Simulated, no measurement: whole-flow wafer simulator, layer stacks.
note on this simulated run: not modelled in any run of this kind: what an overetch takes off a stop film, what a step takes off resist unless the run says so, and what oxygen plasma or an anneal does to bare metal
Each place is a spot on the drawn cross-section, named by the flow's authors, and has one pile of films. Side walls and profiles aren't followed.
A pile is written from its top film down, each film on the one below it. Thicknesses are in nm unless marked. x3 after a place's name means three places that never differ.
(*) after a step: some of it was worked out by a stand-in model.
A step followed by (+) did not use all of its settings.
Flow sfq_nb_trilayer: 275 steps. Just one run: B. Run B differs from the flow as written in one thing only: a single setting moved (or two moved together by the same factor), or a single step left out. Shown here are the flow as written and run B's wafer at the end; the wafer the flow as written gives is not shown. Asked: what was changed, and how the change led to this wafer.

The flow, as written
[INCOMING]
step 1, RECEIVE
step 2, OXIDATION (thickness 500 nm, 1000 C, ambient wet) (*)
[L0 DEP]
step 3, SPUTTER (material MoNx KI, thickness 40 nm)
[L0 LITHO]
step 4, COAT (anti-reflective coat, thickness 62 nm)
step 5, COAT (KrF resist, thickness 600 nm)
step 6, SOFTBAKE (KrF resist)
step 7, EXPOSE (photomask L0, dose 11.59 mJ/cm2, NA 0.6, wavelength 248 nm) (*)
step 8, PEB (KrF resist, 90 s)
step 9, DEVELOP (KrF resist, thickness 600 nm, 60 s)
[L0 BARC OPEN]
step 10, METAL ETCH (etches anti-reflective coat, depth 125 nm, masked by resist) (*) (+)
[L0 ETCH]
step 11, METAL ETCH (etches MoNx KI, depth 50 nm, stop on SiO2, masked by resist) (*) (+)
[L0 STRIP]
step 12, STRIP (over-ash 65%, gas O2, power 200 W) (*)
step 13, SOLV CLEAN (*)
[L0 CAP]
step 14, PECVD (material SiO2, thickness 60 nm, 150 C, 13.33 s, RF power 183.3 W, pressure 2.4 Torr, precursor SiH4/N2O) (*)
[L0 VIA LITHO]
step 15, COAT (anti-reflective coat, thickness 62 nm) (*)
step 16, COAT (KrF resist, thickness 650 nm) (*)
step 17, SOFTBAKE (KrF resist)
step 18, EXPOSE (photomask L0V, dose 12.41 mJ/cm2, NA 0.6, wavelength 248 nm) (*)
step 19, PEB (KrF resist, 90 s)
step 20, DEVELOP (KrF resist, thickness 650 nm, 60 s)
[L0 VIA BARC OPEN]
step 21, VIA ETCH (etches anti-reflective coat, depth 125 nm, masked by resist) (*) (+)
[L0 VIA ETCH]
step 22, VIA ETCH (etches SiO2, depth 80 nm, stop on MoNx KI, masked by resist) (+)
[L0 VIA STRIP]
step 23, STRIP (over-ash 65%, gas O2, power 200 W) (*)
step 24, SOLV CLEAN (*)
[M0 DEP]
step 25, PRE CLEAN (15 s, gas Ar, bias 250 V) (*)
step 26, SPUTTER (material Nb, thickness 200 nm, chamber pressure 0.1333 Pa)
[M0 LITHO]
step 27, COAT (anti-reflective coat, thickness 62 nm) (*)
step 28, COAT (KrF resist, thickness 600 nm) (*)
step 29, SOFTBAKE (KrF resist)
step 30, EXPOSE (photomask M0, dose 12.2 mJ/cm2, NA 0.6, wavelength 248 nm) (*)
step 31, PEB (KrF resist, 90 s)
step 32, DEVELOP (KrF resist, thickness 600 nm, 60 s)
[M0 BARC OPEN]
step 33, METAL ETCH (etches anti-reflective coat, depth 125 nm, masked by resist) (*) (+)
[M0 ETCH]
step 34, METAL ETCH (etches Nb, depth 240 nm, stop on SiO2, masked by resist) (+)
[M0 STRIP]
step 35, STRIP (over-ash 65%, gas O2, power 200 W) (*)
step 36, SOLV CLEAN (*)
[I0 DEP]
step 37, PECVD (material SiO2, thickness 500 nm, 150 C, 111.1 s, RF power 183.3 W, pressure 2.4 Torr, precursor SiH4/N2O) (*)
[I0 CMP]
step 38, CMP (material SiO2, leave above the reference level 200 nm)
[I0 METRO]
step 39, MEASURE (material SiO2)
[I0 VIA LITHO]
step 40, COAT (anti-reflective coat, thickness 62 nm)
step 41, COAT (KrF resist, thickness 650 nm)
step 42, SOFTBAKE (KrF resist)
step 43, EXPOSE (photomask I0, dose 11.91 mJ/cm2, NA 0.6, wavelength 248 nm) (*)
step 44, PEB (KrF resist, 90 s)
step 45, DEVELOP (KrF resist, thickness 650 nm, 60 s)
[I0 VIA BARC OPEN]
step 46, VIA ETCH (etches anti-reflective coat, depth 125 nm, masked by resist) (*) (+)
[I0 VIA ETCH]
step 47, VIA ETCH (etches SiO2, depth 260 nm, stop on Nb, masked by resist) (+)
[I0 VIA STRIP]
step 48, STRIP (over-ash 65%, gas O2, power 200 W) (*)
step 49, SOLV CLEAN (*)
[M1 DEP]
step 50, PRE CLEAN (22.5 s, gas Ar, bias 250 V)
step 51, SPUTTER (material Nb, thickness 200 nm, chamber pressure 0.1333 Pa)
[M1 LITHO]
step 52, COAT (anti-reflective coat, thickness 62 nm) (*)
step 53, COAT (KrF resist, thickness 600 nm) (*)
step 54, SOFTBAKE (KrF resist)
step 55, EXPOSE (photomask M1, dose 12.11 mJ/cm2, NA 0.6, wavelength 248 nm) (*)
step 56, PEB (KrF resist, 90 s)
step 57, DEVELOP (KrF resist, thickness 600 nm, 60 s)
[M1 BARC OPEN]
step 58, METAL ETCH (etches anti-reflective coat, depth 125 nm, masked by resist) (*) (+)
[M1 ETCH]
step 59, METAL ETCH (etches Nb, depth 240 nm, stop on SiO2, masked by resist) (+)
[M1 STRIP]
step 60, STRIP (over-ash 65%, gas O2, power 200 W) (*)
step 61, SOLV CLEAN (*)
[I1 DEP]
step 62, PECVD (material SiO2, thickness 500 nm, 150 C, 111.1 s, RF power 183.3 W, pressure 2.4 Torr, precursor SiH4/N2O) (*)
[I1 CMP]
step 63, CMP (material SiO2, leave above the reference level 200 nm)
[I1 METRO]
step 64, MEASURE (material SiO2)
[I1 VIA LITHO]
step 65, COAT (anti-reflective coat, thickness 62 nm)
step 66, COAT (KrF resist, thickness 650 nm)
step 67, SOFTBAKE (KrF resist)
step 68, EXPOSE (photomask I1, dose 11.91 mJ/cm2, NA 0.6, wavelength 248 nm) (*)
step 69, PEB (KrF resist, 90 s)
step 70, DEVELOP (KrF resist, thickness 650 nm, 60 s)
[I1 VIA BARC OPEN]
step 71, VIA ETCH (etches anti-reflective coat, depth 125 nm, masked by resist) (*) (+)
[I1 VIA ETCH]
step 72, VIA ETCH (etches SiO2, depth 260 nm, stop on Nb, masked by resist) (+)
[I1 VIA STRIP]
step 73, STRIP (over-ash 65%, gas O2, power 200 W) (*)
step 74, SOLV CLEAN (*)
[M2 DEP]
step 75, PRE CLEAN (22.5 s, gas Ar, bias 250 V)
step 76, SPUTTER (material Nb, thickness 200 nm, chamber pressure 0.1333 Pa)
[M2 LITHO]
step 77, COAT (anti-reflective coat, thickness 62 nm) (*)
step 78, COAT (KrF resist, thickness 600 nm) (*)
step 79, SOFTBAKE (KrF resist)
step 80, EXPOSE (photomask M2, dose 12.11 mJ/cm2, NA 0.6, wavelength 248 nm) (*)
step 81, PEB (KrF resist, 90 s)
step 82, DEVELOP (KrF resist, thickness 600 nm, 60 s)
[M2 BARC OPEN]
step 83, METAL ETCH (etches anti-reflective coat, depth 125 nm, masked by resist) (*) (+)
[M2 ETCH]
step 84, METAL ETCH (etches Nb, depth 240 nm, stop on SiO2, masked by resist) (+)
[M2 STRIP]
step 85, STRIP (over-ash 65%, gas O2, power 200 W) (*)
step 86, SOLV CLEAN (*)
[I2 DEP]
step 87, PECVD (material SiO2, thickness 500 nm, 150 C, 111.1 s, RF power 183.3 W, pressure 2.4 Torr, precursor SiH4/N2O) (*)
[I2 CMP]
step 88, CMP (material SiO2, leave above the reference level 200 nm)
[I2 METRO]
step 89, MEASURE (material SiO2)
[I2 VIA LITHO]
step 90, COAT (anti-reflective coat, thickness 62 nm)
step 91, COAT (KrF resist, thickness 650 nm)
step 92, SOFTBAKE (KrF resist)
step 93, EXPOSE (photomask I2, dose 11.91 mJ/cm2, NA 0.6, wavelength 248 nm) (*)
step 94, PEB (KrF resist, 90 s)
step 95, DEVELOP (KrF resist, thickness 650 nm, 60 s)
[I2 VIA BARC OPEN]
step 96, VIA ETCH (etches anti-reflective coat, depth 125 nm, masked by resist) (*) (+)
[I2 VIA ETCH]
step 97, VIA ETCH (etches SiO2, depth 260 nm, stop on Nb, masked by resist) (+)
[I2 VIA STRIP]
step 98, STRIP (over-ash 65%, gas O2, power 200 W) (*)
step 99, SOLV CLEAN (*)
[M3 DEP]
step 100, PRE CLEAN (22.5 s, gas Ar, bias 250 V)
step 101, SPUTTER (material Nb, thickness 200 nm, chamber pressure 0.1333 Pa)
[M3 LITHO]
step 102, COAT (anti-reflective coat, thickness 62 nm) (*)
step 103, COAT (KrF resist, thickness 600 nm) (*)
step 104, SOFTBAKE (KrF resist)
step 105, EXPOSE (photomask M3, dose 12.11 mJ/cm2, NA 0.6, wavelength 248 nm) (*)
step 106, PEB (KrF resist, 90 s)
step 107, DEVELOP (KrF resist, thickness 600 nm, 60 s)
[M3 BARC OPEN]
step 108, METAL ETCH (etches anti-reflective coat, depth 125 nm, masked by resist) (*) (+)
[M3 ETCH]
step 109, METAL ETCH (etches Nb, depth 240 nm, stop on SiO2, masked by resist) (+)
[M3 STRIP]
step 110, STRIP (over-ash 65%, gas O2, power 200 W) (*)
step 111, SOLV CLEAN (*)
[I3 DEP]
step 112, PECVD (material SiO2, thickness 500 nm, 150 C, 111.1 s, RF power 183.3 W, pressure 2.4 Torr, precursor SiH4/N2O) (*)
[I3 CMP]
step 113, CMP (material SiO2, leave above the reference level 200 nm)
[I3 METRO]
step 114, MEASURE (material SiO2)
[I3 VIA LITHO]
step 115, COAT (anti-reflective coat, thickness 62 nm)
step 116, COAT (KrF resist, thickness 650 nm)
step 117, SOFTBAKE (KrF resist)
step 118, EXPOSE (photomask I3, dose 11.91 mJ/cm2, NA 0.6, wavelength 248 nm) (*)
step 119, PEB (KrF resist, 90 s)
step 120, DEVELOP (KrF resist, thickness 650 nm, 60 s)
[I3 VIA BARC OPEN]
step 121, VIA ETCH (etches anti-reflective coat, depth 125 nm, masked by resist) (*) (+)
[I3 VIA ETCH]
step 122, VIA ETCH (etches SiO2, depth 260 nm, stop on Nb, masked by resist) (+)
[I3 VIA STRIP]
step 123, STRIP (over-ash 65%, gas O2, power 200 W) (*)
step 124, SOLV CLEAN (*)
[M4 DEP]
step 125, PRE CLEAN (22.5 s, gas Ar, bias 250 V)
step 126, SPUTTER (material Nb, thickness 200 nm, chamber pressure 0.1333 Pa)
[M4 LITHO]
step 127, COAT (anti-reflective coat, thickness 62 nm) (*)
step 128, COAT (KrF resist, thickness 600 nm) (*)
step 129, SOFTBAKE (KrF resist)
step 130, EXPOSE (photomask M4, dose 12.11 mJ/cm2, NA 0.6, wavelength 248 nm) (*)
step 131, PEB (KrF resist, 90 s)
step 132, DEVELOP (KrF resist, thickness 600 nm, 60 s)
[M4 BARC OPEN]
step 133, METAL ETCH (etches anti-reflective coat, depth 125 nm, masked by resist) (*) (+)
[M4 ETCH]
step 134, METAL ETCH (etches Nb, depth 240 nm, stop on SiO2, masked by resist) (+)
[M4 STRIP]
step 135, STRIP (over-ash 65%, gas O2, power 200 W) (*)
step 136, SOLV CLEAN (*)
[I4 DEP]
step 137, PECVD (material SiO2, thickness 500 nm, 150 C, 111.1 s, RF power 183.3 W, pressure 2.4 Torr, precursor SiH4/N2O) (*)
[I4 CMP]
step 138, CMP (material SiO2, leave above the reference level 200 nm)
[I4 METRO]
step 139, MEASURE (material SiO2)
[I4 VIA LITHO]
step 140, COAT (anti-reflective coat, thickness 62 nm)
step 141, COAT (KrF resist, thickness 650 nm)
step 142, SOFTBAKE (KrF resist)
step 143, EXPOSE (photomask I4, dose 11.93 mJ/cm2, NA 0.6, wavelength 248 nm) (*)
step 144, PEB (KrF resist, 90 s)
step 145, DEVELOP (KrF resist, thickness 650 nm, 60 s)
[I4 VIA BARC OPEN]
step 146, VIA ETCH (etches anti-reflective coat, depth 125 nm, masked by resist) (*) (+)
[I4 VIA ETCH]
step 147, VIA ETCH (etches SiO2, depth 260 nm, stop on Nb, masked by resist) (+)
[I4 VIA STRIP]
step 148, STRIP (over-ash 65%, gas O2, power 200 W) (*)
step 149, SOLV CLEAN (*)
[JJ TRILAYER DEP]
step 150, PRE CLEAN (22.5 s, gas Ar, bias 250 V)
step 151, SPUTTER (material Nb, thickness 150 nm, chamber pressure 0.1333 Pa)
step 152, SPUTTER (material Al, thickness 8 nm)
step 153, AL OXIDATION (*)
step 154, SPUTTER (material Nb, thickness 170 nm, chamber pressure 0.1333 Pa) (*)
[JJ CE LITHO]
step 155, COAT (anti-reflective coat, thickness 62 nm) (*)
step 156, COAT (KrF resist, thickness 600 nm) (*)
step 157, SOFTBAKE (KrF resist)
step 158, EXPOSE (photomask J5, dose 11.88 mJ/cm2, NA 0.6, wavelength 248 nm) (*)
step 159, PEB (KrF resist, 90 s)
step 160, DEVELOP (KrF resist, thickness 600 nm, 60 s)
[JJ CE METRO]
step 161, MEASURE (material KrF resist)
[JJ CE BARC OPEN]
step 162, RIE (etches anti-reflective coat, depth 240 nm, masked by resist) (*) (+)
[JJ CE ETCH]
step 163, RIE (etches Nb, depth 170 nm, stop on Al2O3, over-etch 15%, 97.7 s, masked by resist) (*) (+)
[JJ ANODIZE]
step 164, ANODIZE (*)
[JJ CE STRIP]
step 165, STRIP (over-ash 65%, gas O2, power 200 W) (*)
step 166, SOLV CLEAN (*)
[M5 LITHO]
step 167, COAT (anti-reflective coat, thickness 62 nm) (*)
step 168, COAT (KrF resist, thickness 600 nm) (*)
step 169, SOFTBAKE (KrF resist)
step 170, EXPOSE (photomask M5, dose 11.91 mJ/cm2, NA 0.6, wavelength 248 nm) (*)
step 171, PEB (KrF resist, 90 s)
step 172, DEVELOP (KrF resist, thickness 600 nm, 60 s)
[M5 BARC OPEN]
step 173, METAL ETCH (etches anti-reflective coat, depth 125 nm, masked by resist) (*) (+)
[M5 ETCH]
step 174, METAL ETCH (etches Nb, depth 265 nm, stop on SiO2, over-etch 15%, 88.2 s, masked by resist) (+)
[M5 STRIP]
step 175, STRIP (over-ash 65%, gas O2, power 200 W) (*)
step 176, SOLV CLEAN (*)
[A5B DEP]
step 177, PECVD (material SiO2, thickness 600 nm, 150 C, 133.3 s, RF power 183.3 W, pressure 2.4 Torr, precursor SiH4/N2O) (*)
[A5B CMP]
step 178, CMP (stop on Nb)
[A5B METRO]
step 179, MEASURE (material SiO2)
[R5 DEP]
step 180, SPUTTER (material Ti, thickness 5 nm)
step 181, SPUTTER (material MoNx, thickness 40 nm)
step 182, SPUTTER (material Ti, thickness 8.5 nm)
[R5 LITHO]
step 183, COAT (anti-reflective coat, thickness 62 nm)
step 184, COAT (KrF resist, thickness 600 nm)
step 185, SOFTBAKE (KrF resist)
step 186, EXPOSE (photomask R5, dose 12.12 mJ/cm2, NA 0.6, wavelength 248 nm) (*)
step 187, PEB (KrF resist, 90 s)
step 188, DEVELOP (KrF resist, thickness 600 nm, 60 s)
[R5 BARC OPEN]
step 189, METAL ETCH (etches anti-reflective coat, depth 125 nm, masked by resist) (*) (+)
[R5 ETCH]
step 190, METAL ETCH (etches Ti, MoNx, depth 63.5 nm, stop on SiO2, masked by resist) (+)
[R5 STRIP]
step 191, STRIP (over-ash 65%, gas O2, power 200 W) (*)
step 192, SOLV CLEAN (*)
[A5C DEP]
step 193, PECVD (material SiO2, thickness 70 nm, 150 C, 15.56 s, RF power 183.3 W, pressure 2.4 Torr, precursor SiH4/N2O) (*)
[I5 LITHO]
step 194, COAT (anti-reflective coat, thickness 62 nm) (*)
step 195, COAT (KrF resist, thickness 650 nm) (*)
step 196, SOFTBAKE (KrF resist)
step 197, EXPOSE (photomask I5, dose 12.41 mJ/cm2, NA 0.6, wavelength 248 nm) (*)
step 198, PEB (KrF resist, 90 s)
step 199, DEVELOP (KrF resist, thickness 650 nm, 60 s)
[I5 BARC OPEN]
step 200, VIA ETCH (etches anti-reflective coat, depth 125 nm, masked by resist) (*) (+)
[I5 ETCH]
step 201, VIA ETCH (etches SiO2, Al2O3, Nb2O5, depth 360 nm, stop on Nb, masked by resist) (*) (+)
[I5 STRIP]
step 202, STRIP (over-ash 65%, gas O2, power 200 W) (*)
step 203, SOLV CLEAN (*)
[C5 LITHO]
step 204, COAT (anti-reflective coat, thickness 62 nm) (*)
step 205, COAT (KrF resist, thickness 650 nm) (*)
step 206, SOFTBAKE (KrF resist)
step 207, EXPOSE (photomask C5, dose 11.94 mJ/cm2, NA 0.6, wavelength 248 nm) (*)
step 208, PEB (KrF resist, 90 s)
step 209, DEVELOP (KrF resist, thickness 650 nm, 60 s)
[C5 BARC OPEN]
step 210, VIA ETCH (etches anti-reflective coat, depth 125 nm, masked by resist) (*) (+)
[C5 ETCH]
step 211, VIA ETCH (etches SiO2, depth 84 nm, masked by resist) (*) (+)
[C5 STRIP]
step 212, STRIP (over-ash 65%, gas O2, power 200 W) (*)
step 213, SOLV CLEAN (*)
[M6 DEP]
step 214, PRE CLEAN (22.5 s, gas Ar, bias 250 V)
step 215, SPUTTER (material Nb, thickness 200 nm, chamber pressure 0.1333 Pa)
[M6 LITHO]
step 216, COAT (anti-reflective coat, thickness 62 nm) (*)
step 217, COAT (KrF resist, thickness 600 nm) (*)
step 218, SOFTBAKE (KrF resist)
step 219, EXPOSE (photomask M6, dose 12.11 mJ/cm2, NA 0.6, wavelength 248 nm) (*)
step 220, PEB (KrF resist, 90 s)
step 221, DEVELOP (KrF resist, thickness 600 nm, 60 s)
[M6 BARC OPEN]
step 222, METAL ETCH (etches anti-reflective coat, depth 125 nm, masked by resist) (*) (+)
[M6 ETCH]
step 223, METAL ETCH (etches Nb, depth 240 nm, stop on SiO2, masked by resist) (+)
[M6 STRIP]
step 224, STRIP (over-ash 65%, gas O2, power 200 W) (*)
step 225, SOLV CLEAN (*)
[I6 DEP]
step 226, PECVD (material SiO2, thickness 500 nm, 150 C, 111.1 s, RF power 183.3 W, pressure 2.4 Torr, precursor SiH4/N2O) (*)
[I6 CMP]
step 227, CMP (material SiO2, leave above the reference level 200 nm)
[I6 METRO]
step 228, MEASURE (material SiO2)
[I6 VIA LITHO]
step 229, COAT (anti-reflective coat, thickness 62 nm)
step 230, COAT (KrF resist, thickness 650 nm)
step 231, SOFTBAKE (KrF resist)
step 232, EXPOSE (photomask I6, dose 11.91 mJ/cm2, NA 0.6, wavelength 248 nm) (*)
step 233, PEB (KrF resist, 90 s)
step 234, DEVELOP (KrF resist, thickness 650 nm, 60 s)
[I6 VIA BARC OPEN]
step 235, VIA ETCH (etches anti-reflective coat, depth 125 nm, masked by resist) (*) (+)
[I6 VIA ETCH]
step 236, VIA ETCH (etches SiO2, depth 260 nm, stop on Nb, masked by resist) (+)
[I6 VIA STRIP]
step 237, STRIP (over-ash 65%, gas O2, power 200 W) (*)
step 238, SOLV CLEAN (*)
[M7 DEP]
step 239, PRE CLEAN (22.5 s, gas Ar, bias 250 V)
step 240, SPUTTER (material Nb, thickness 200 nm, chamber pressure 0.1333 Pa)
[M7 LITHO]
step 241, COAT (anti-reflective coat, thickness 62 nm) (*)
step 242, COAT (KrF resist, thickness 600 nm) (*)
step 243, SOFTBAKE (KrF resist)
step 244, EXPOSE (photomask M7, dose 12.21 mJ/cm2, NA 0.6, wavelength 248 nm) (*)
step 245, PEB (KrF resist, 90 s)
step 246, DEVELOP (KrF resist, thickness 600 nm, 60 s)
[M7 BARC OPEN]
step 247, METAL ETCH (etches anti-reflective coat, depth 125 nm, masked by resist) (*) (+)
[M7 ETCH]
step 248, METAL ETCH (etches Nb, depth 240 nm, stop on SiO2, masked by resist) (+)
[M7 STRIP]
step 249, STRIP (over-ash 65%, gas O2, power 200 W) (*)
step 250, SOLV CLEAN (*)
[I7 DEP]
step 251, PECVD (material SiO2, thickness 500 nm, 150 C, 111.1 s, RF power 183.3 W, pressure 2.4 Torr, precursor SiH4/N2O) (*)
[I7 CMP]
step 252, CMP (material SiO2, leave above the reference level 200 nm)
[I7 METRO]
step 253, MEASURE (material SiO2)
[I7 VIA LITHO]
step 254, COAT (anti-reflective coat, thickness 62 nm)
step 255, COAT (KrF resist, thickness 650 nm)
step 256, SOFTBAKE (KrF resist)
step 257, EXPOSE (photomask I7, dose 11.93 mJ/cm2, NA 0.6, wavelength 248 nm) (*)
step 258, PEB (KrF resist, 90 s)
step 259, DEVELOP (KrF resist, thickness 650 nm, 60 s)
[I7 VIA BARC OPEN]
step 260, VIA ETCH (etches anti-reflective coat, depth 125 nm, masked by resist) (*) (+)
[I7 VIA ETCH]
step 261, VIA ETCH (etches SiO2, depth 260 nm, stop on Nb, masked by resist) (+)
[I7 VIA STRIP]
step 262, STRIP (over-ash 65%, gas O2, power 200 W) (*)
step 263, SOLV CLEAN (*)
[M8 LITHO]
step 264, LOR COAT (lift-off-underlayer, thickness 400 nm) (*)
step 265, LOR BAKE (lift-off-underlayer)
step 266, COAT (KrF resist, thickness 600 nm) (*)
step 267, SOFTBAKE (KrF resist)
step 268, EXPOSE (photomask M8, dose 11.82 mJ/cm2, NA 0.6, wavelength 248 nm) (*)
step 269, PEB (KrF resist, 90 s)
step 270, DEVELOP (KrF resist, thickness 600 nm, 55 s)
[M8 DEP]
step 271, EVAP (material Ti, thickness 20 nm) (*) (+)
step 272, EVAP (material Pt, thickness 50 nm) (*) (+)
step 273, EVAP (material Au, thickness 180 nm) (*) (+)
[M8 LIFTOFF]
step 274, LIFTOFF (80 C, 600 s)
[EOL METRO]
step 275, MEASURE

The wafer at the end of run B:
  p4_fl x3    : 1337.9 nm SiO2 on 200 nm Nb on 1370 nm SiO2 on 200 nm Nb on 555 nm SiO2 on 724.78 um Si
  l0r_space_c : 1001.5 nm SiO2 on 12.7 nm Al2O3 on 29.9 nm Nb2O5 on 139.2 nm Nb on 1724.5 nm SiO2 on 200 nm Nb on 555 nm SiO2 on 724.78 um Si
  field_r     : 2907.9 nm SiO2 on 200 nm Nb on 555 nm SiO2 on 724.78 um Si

Cause: step 138, CMP: leave above the reference level 162 nm was run, while the flow as written has leave above the reference level 200 nm.

Step by step, how the change led to this:
  step 138, CMP (material SiO2, leave above the reference level 200 nm)
      field_l, be, be_sur and 55 more: SiO2 loses 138 (as written it would have been: SiO2 loses 100)
      v_sur, via_wl, via_w and 35 more: SiO2 loses 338 (as written it would have been: SiO2 loses 300)
      (also at 10 further places)
  step 147, VIA ETCH (etches SiO2, depth 260 nm, stop on Nb, masked by resist) (+)
      field_l, v_sur, via_sp and 100 more: KrF resist loses 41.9 (as written it would have been: KrF resist loses 44.8)
      via_wl, via_w, via_wr: SiO2 loses 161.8 (all of it) (as written it would have been: SiO2 loses 199.8 (all of it))
  step 151, SPUTTER (material Nb, thickness 150 nm, chamber pressure 0.1333 Pa)
      via_wl, via_w, via_wr: Nb gains 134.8 (as written it would have been: Nb gains 130.4)
  step 154, SPUTTER (material Nb, thickness 170 nm, chamber pressure 0.1333 Pa) (*)
      via_wl, via_wr: Nb gains 147.3 (new film) (as written it would have been: Nb gains 140.7 (new film))
      via_w: Nb gains 147.6 (new film) (as written it would have been: Nb gains 141 (new film))
  step 155, COAT (anti-reflective coat, thickness 62 nm) (*)
      via_wl, via_wr: anti-reflective coat gains 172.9 (new film) (as written it would have been: anti-reflective coat gains 209.4 (new film))
      v_sur: anti-reflective coat gains 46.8 (new film) (as written it would have been: anti-reflective coat gains 45.1 (new film))
      (also at 2 further places)
  step 156, COAT (KrF resist, thickness 600 nm) (*)
      via_w: KrF resist gains 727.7 (new film) (as written it would have been: KrF resist gains 763.8 (new film))
  step 160, DEVELOP (KrF resist, thickness 600 nm, 60 s)
      via_w: KrF resist loses 726.1 (all of it) (as written it would have been: KrF resist loses 762.1 (all of it))
  step 162, RIE (etches anti-reflective coat, depth 240 nm, masked by resist) (*) (+)
      ce_l, c5j, ce_r, wl_jj: KrF resist loses 172.9 (as written it would have been: KrF resist loses 209.4)
      via_wl, via_wr: anti-reflective coat loses 172.9 (all of it) (as written it would have been: anti-reflective coat loses 209.4 (all of it))
      (also at 3 further places)
  step 163, RIE (etches Nb, depth 170 nm, stop on Al2O3, over-etch 15%, 97.7 s, masked by resist) (*) (+)
      via_wl, via_wr: Nb loses 147.3 (all of it), Al2O3 loses 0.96 (all of it) (as written it would have been: Nb loses 140.7 (all of it), Al2O3 loses 0.96 (all of it))
      via_w: Nb loses 147.6 (all of it), Al2O3 loses 0.96 (all of it) (as written it would have been: Nb loses 141 (all of it), Al2O3 loses 0.96 (all of it))
  step 164, ANODIZE (*)
      via_w: Al2O3 gains 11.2 (new film), Nb2O5 gains 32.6 (new film), Al loses 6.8 (all of it), Nb loses 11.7 (as written it would have been: Al2O3 gains 10.8 (new film), Nb2O5 gains 33.3 (new film), Al loses 6.54 (all of it), Nb loses 12)
  step 165, STRIP (over-ash 65%, gas O2, power 200 W) (*)
      c5j, ce_r: KrF resist loses 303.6 (all of it), anti-reflective coat loses 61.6 (all of it) (as written it would have been: KrF resist loses 266.9 (all of it), anti-reflective coat loses 61.5 (all of it))
      ce_l: KrF resist loses 303.5 (all of it), anti-reflective coat loses 61.6 (all of it) (as written it would have been: KrF resist loses 266.8 (all of it), anti-reflective coat loses 61.4 (all of it))
      (also at 1 further place)
  step 167, COAT (anti-reflective coat, thickness 62 nm) (*)
      v_sur: anti-reflective coat gains 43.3 (new film) (as written it would have been: anti-reflective coat gains 44.9 (new film))
      via_wl: anti-reflective coat gains 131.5 (new film) (as written it would have been: anti-reflective coat gains 170.5 (new film))
      (also at 2 further places)
  step 168, COAT (KrF resist, thickness 600 nm) (*)
      via_w: KrF resist gains 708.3 (new film) (as written it would have been: KrF resist gains 732.6 (new film))
  step 175, STRIP (over-ash 65%, gas O2, power 200 W) (*)
      v_sur: KrF resist loses 355.6 (all of it), anti-reflective coat loses 43.3 (all of it) (as written it would have been: KrF resist loses 349.2 (all of it), anti-reflective coat loses 44.9 (all of it))
      via_wl: KrF resist loses 430.8 (all of it), anti-reflective coat loses 131.5 (all of it) (as written it would have been: KrF resist loses 427 (all of it), anti-reflective coat loses 170.5 (all of it))
      (also at 2 further places)
  step 178, CMP (stop on Nb)
      via_wl, via_wr: SiO2 loses 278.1 (as written it would have been: SiO2 loses 235.7)
      via_w: SiO2 loses 277.6 (as written it would have been: SiO2 loses 235.2)
